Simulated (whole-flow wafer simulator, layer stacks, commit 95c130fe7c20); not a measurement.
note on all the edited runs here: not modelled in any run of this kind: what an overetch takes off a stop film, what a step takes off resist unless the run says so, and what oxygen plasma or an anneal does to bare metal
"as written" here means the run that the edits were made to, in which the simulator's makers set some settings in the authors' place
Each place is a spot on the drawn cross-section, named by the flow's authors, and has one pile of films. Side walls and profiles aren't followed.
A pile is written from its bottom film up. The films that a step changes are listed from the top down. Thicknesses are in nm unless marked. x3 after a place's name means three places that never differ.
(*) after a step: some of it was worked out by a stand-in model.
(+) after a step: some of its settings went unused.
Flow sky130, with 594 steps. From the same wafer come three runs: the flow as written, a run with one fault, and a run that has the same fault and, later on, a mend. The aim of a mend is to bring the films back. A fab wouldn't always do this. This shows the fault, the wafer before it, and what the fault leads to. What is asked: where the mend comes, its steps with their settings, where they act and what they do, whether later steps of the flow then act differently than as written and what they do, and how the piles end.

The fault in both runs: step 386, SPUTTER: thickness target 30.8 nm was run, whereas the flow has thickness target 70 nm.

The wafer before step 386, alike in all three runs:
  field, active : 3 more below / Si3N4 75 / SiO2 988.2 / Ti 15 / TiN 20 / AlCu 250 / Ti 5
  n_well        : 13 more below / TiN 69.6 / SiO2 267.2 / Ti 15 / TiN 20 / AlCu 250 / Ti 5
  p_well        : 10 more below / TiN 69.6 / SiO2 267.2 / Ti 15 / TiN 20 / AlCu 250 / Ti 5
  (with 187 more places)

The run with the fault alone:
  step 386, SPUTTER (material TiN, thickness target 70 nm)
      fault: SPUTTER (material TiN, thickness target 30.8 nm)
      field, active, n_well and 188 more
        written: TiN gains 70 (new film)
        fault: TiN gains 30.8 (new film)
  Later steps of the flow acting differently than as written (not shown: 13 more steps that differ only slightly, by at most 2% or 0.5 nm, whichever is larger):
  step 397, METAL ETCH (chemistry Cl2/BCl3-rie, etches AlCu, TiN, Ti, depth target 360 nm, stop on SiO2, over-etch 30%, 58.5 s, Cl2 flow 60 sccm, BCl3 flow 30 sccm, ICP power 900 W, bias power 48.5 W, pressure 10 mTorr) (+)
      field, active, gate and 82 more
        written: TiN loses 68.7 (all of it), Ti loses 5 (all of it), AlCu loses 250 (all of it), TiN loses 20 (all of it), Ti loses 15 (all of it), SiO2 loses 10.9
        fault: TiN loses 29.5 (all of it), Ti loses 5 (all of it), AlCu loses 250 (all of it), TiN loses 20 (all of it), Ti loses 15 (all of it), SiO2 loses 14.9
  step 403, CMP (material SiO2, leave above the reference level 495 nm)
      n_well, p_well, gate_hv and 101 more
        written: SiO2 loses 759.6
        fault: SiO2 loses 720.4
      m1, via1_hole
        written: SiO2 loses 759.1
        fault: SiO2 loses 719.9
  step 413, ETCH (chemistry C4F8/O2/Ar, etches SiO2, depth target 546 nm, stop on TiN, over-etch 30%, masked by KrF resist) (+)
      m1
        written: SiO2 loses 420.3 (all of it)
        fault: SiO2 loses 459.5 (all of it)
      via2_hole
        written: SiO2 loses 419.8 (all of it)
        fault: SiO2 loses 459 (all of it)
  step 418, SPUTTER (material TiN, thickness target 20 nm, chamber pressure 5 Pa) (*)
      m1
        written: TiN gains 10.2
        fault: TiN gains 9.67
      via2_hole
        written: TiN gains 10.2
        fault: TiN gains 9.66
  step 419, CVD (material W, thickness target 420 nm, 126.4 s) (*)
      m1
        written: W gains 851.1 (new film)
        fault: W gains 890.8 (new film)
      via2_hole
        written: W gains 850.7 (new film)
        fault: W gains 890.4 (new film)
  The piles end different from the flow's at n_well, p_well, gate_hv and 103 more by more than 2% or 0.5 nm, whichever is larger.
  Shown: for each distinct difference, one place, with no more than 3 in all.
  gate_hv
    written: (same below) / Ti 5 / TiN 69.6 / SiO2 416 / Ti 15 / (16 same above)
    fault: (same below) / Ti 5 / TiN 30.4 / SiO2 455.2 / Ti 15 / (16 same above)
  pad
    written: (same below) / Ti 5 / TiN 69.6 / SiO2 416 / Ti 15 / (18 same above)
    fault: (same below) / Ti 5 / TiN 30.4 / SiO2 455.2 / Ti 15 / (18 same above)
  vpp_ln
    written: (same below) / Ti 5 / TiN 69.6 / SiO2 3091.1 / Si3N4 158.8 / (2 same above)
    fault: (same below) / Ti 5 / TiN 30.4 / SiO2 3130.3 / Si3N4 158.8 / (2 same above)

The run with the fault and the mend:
  After step 386 comes the mend.
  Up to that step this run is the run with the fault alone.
  step 386a, SPUTTER (material TiN, thickness target 39.2 nm) (the flow's step 386, run once more with other settings)
      field, active, n_well and 188 more
        TiN gains 39.2
  None of the later steps of the flow acts differently than as written at any place that is followed.
  By the end, the piles equal the flow's at every place that both follow.
